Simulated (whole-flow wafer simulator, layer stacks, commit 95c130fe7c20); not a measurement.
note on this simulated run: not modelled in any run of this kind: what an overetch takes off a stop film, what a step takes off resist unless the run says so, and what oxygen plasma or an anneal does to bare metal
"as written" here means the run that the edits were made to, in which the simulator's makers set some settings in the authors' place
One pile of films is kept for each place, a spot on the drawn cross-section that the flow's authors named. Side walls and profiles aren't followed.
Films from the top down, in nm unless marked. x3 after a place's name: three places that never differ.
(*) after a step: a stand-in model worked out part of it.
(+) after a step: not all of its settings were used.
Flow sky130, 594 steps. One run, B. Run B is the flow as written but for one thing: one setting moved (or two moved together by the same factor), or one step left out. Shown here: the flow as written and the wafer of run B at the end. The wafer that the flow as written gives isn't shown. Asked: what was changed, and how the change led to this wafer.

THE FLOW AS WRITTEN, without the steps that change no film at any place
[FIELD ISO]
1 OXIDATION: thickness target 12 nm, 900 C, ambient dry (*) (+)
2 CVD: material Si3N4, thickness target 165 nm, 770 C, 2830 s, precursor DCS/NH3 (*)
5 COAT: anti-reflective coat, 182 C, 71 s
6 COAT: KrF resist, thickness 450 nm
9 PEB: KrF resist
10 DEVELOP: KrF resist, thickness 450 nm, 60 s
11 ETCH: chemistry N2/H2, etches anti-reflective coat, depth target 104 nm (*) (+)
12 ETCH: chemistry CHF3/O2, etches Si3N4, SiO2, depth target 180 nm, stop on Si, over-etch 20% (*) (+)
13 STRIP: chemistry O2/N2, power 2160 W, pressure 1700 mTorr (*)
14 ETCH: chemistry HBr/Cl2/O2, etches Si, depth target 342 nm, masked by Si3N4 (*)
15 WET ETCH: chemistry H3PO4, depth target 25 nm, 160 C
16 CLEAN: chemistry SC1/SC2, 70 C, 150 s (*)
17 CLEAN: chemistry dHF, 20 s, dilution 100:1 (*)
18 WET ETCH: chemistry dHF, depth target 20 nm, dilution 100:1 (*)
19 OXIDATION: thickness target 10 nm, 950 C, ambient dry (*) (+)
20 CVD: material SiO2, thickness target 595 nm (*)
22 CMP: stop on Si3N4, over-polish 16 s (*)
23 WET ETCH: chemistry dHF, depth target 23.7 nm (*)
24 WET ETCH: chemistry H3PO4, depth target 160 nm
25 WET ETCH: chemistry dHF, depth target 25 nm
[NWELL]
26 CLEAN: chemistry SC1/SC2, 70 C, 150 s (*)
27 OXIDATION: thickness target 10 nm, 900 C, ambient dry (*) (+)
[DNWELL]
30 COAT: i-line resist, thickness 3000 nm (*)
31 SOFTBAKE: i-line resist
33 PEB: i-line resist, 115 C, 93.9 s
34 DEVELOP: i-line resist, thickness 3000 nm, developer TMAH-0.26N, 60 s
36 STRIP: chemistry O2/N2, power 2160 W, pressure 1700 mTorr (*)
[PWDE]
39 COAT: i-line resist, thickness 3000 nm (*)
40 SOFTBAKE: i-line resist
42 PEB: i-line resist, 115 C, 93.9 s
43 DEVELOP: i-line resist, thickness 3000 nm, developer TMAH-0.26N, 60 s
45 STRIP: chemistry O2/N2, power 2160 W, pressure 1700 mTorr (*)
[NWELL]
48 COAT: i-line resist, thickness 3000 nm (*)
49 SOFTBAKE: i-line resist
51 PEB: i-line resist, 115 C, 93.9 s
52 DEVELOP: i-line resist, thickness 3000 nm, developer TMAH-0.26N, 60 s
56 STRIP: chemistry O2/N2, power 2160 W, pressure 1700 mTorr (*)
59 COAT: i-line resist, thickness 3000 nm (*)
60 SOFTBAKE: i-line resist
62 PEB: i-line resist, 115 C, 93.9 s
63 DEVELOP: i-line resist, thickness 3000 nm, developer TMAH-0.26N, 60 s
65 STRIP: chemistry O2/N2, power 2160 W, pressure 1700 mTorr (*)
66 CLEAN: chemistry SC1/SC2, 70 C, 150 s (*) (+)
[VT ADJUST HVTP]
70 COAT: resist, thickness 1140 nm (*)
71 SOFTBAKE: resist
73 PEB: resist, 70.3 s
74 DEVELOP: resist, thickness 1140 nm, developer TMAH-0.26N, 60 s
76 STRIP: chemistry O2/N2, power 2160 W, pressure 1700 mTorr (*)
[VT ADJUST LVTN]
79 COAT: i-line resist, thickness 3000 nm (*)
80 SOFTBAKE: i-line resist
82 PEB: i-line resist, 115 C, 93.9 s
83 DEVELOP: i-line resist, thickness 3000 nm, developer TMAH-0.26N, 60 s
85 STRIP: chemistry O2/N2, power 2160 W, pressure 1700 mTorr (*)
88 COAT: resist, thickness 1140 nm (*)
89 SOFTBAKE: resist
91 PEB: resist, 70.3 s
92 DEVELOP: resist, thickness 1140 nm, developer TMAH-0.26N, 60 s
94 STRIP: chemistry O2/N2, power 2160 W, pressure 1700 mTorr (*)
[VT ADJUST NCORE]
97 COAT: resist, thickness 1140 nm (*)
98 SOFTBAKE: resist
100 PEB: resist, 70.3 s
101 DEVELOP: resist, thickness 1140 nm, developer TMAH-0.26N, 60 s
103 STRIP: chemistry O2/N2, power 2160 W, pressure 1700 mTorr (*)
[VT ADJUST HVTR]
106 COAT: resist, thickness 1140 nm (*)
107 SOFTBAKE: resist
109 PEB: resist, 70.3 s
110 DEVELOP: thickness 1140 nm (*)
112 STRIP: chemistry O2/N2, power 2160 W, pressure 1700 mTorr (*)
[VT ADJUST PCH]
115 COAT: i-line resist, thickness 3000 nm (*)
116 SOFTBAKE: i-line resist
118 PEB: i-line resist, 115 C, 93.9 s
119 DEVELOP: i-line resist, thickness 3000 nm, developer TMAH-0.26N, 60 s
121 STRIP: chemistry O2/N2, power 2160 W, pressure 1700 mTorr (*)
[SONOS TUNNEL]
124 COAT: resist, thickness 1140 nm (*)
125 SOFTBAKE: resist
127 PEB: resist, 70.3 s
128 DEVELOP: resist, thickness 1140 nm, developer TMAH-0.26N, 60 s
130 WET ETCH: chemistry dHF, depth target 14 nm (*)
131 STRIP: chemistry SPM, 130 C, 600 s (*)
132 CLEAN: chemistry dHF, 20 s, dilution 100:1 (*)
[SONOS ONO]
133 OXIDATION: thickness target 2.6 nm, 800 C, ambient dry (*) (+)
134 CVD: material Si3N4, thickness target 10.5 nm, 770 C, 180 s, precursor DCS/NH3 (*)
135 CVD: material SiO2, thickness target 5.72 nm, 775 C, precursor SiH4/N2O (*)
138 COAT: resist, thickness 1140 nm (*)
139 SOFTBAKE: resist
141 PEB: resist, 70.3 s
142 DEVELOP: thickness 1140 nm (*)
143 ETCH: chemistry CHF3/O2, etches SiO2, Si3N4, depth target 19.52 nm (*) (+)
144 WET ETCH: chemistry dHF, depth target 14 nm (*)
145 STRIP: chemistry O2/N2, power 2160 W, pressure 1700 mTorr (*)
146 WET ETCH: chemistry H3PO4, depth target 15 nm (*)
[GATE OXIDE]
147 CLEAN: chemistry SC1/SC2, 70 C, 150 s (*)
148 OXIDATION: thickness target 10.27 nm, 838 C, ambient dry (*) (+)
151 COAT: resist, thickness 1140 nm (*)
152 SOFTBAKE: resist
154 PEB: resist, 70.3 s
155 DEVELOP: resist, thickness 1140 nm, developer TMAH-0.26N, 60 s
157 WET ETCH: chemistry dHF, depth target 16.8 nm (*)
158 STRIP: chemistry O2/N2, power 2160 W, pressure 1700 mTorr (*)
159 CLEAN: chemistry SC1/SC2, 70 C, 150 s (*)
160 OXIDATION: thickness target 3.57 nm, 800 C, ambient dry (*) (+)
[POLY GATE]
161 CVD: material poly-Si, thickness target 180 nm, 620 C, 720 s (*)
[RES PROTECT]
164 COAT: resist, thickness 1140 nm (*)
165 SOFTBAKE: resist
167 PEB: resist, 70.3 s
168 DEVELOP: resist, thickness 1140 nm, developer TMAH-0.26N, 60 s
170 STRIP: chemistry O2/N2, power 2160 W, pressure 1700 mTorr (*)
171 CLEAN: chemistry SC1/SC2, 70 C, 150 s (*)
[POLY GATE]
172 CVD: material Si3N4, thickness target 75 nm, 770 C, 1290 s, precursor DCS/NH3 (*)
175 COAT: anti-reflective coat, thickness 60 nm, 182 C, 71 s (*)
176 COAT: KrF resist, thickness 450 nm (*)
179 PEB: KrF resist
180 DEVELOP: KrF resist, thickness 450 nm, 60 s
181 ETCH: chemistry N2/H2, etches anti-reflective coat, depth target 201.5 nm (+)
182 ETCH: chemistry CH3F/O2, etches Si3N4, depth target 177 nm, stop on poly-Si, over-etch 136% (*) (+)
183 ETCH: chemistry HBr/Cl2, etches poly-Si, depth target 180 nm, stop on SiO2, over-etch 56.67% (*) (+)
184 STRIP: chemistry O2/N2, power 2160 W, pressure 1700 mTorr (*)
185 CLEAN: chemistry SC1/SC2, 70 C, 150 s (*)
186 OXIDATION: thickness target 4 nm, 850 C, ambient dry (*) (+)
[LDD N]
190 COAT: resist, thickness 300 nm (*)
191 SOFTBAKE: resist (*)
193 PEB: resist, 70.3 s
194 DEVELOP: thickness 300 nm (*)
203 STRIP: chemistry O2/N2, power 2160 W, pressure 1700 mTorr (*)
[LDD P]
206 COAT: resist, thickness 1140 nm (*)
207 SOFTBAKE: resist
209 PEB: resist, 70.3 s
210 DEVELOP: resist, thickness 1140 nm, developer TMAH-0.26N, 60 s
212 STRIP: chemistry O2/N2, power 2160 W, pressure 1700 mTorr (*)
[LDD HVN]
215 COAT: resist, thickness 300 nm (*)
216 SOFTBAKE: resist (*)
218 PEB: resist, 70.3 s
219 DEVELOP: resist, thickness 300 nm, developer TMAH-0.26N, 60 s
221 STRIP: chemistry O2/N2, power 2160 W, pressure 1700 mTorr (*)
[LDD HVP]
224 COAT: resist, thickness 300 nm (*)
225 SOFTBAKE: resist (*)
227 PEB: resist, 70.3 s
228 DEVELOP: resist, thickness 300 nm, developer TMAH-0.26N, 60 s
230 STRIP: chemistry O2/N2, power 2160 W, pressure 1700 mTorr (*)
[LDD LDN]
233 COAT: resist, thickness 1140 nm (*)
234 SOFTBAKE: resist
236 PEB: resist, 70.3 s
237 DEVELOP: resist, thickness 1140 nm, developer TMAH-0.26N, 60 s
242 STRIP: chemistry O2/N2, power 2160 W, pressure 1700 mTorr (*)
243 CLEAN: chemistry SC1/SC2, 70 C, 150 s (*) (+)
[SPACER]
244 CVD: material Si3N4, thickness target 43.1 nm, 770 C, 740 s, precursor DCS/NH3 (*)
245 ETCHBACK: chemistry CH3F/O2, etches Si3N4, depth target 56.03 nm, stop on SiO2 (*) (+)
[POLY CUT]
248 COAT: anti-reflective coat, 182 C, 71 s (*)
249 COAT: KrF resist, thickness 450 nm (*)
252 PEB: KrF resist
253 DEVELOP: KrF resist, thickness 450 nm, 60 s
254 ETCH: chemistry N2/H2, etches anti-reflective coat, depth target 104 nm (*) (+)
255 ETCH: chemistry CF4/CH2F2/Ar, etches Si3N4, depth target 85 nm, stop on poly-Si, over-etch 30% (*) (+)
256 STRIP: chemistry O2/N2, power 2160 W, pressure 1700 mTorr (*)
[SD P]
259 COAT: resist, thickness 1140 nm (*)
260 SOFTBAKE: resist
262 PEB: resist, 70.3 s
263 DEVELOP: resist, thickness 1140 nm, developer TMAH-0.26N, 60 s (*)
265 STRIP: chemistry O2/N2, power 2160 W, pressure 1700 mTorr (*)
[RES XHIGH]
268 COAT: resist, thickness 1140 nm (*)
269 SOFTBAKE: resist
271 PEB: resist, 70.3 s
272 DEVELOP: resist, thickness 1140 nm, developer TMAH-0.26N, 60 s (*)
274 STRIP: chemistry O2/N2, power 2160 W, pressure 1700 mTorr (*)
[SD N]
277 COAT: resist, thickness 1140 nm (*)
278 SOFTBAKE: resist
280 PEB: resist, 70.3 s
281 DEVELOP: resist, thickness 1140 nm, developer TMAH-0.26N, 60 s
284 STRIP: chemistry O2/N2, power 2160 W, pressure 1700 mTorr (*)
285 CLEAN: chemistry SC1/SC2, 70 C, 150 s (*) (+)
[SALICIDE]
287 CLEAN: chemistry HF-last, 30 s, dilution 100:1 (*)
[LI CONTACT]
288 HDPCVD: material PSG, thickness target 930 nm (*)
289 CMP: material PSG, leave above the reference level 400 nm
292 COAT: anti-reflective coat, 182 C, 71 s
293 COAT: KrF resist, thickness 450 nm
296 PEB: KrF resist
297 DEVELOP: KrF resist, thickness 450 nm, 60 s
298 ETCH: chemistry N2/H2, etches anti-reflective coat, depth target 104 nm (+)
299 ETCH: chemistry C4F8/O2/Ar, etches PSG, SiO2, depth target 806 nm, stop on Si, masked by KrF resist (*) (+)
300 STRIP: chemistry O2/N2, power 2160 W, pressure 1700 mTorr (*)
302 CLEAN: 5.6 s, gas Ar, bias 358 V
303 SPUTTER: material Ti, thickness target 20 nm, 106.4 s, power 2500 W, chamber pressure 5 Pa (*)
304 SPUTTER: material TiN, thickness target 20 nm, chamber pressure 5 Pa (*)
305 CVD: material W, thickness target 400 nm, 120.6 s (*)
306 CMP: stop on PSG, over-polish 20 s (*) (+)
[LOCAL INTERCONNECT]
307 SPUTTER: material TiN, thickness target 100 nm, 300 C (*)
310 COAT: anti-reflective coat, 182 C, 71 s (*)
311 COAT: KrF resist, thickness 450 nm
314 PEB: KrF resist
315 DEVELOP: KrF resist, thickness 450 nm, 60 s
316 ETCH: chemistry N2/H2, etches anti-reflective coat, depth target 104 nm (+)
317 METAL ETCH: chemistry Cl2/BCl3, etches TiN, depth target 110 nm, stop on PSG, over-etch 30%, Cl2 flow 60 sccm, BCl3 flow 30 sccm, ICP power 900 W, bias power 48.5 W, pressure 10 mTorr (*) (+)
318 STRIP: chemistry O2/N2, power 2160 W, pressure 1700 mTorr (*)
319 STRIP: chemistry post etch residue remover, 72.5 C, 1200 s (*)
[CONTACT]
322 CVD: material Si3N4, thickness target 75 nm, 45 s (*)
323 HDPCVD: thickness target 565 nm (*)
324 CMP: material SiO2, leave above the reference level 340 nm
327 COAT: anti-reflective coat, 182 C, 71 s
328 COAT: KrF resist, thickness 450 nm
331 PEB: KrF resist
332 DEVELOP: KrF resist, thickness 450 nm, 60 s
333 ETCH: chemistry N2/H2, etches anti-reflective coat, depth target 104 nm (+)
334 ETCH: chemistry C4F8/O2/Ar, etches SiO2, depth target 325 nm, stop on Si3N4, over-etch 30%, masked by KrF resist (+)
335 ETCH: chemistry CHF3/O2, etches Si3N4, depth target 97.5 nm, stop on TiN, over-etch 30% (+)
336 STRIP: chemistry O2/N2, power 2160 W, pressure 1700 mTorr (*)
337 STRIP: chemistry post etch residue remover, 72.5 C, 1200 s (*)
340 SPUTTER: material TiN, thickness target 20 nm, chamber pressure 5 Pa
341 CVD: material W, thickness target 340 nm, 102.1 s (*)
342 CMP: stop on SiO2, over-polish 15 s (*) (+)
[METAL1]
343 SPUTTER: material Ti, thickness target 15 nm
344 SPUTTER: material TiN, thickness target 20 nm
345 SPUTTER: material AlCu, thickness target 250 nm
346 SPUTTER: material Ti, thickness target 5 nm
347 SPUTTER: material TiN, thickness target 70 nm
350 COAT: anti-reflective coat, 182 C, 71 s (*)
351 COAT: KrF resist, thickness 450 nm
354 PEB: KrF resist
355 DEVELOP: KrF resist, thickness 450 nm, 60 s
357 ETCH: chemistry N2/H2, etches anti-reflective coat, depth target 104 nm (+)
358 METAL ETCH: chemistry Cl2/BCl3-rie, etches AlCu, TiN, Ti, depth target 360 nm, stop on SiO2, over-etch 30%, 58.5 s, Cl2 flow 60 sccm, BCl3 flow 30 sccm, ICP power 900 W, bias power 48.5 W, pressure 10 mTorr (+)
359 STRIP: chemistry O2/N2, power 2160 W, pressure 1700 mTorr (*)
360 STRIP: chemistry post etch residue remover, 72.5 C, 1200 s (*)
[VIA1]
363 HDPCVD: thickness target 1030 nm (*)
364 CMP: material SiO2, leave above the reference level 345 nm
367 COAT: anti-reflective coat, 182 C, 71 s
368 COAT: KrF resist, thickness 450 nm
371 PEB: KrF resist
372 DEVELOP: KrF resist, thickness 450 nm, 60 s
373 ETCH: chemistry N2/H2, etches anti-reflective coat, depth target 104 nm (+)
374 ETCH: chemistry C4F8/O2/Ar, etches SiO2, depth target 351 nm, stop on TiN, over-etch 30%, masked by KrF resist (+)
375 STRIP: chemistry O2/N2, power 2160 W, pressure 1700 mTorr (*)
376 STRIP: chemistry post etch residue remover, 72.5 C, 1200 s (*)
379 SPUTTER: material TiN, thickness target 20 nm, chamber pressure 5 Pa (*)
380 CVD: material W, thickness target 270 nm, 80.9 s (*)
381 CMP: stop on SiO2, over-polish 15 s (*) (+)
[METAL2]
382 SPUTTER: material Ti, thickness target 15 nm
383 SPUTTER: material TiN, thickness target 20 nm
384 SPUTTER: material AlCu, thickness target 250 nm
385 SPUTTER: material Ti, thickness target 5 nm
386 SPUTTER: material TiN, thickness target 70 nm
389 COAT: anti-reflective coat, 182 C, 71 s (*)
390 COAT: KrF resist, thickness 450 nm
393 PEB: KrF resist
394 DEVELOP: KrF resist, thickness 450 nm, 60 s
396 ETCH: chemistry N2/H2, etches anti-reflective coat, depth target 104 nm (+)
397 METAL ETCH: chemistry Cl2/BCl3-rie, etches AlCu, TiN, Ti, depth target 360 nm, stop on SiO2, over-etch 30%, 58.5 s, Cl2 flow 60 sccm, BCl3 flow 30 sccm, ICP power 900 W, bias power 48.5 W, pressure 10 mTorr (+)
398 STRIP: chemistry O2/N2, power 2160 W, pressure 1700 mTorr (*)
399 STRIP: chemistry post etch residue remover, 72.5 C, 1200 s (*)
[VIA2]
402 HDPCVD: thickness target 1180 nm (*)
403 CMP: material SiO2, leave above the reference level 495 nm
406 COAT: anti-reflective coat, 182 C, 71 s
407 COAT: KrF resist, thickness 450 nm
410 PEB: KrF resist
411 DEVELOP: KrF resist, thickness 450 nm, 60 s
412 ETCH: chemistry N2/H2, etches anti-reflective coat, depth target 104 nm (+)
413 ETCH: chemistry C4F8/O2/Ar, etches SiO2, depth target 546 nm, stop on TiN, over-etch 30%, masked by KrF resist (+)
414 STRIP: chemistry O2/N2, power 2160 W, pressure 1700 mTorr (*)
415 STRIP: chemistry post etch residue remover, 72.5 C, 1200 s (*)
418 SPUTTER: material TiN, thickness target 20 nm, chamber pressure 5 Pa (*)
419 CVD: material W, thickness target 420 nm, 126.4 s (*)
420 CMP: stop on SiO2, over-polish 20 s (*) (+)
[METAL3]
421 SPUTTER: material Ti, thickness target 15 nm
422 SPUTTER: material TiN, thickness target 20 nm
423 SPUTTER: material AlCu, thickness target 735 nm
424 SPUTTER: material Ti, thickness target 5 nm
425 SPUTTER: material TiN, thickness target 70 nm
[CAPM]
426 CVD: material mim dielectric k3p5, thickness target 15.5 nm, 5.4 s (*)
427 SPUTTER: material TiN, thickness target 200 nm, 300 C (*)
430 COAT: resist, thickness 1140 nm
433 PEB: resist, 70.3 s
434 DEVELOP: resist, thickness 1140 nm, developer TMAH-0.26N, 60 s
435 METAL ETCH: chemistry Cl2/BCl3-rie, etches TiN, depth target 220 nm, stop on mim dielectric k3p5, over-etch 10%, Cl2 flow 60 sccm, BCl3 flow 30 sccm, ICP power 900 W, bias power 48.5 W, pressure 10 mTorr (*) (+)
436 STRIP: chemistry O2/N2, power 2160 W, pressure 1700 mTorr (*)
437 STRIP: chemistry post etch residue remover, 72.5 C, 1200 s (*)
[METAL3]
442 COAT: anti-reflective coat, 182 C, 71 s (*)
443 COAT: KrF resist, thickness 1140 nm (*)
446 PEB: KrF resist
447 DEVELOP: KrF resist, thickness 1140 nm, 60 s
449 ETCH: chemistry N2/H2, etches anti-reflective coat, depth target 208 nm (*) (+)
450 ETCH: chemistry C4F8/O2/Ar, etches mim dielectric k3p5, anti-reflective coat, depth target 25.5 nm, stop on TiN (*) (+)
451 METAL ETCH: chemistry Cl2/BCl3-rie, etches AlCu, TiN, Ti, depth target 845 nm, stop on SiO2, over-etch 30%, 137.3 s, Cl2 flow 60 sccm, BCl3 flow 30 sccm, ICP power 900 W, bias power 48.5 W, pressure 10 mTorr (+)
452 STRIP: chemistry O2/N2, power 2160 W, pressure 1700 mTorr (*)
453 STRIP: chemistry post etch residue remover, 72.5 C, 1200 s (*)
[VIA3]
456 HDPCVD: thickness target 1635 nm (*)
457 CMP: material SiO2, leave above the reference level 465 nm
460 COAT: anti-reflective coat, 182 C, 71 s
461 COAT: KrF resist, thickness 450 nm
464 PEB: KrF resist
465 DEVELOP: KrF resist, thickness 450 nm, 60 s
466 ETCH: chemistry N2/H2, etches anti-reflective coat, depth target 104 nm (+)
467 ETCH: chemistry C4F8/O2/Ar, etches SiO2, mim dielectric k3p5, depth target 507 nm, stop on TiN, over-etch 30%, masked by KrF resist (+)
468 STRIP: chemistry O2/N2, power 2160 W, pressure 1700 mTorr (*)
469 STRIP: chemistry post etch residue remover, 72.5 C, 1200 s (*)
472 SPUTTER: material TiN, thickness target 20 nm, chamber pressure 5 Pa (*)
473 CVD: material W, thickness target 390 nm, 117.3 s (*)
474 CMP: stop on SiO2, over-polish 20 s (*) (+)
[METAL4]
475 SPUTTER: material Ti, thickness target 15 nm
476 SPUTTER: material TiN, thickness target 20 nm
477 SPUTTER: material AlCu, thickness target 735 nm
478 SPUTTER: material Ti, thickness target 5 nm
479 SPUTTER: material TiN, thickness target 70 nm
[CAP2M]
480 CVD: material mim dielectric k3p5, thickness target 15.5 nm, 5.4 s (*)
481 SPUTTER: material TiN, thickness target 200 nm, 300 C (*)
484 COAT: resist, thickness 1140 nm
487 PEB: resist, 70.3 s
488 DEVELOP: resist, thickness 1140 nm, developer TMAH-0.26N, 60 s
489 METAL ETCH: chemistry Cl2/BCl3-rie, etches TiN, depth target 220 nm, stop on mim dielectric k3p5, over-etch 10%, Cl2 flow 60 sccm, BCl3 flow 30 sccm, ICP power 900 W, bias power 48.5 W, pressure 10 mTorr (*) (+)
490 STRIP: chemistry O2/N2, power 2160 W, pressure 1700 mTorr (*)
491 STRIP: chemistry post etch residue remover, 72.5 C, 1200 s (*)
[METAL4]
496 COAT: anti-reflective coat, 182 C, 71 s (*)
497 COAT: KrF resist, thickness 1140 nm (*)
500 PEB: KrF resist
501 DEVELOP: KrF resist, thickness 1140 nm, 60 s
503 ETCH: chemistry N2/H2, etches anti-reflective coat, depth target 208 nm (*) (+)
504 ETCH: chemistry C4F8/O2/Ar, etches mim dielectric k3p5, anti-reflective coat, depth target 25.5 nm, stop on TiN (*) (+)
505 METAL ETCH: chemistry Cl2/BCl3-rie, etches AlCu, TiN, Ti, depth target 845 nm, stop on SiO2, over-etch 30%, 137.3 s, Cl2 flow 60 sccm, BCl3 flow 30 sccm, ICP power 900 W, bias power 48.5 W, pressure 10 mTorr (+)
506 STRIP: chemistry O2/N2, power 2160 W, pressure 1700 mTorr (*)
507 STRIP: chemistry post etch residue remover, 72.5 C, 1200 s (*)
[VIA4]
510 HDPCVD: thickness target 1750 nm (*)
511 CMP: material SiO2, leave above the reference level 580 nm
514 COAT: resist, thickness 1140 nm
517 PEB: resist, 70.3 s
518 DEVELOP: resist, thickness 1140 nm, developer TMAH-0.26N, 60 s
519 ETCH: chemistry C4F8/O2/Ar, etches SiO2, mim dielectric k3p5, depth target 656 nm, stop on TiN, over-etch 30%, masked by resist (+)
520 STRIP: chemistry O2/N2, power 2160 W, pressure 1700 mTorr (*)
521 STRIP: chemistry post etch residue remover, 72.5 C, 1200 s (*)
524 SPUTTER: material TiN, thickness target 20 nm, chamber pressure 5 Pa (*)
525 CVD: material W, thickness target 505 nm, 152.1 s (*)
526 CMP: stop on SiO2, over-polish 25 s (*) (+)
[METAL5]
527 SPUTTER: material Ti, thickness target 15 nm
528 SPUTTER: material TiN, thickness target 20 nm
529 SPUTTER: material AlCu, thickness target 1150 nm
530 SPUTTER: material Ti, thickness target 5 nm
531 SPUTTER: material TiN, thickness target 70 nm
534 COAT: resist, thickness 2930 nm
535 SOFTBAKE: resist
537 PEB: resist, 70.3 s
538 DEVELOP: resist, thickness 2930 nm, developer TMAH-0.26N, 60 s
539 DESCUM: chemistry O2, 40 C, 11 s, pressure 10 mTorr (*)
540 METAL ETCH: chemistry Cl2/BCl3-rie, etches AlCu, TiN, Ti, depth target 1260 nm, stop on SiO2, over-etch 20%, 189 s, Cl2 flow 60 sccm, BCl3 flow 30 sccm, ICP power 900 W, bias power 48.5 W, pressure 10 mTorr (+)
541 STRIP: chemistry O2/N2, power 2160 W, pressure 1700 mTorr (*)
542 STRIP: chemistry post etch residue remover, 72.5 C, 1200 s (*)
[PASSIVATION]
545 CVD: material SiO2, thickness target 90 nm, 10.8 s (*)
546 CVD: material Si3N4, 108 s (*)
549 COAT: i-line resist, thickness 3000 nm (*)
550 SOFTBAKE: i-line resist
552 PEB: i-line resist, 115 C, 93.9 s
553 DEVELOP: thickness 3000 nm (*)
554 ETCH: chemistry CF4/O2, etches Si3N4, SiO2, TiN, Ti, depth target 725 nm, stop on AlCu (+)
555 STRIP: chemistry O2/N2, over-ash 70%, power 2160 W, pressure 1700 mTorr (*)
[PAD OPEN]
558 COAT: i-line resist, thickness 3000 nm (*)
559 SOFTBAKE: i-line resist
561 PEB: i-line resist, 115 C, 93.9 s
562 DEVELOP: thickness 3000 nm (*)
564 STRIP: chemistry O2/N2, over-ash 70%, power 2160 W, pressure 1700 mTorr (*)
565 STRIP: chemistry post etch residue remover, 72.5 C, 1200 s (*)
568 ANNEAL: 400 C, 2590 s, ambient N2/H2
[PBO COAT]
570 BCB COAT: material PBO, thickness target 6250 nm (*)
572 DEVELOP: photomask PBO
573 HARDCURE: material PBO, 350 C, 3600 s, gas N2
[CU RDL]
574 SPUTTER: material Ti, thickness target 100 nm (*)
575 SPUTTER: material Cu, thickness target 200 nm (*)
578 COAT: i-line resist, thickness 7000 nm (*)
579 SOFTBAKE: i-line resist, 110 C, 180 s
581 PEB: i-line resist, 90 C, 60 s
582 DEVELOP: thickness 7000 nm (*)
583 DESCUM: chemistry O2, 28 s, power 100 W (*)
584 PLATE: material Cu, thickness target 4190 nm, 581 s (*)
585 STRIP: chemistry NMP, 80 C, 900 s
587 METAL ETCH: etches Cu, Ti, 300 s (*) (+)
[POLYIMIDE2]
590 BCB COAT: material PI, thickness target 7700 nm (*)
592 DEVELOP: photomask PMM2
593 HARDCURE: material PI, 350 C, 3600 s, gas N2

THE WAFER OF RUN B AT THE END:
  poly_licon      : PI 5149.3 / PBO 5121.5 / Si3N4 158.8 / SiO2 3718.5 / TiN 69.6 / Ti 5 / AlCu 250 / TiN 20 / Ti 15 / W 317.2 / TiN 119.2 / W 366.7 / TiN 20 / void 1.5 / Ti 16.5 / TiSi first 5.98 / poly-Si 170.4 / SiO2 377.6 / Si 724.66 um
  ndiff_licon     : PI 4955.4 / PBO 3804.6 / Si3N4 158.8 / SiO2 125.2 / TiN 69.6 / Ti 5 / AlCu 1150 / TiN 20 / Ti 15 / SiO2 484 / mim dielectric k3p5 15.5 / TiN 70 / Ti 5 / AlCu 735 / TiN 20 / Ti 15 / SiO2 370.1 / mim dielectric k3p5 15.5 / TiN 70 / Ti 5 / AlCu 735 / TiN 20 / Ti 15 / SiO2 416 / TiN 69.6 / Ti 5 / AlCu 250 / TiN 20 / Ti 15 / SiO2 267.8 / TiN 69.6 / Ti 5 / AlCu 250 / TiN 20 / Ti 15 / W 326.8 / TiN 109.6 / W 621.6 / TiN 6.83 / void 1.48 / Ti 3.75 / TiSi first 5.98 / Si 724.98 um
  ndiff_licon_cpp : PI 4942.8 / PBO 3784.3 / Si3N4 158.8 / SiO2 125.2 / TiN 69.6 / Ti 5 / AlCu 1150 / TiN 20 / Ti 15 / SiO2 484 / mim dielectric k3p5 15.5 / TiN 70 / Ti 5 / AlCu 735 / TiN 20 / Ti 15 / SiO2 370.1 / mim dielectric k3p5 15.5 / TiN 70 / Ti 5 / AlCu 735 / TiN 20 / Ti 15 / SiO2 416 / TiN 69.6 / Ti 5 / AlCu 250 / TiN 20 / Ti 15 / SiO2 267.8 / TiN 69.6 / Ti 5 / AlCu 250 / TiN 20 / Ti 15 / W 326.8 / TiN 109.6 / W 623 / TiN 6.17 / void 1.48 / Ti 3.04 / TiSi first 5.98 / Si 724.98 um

The cause: step 568, ANNEAL: 1425 s was run, where the flow has 2590 s.

How the change led to this, step by step:
  568 ANNEAL: 400 C, 2590 s, ambient N2/H2
      poly_licon, rpo_hd_licon: under 11 films: void +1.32 (new film), Ti -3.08, TiSi first +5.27 (new film), poly-Si -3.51 (as written it would be: under 11 films: void +1.65 (new film), Ti -3.85, TiSi first +6.58 (new film), poly-Si -4.38)
      ndiff_licon, ndiff_licon_cpp: under 37 films: void +1.31 (new film), Ti -3.08, TiSi first +5.27 (new film), Si -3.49 (as written it would be: under 37 films: void +1.63 (new film), Ti -3.85, TiSi first +6.58 (new film), Si -4.36)
